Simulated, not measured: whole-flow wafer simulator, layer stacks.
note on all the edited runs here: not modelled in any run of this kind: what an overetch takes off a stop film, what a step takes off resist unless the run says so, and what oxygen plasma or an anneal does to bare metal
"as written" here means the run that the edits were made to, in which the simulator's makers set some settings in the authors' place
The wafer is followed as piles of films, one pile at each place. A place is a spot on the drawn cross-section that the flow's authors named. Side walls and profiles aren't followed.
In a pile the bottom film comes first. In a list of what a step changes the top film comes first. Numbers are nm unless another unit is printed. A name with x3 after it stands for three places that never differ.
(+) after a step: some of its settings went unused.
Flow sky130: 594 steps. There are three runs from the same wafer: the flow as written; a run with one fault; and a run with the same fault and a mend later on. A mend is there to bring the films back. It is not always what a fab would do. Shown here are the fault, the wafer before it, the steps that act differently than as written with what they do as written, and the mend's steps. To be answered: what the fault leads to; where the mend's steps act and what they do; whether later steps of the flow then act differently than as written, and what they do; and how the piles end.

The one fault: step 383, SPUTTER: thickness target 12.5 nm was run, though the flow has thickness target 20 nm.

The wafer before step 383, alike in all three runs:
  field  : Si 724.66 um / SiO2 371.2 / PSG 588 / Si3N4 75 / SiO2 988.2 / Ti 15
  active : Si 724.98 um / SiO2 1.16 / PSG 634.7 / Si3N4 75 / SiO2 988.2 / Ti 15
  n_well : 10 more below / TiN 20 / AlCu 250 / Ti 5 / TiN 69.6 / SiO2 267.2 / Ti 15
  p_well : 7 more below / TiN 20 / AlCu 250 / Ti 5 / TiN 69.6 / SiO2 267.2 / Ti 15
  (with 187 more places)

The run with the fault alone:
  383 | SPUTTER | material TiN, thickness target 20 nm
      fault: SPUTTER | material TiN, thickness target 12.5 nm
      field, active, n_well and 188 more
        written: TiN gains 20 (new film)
        fault: TiN gains 12.5 (new film)
  Later steps of the flow acting differently than as written (2 more steps, not shown, differ only slightly: by at most 2% or 0.5 nm, whichever is larger):
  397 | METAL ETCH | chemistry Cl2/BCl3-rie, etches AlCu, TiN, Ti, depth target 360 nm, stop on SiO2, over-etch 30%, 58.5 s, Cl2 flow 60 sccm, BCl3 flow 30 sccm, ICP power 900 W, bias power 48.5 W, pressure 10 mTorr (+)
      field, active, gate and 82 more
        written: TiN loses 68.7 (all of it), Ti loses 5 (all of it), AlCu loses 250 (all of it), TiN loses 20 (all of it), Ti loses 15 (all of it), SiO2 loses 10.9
        fault: TiN loses 68.7 (all of it), Ti loses 5 (all of it), AlCu loses 250 (all of it), TiN loses 12.5 (all of it), Ti loses 15 (all of it), SiO2 loses 11.7
  By the end, the piles at n_well, p_well, gate_hv and 103 more depart from the flow's by more than 2% or 0.5 nm, whichever is larger.
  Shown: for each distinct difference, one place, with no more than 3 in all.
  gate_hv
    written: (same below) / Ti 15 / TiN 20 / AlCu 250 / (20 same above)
    fault: (same below) / Ti 15 / TiN 12.5 / AlCu 250 / (20 same above)
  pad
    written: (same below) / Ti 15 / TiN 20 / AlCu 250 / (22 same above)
    fault: (same below) / Ti 15 / TiN 12.5 / AlCu 250 / (22 same above)
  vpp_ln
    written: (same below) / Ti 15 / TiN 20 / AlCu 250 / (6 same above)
    fault: (same below) / Ti 15 / TiN 12.5 / AlCu 250 / (6 same above)

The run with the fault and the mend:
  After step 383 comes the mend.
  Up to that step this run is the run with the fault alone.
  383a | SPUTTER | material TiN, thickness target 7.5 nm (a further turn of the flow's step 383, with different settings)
      field, active, n_well and 188 more
        TiN gains 7.5
  Every later step of the flow that is run acts as written at every place that is followed.
  At every place that both follow, the piles at the end match the flow's.
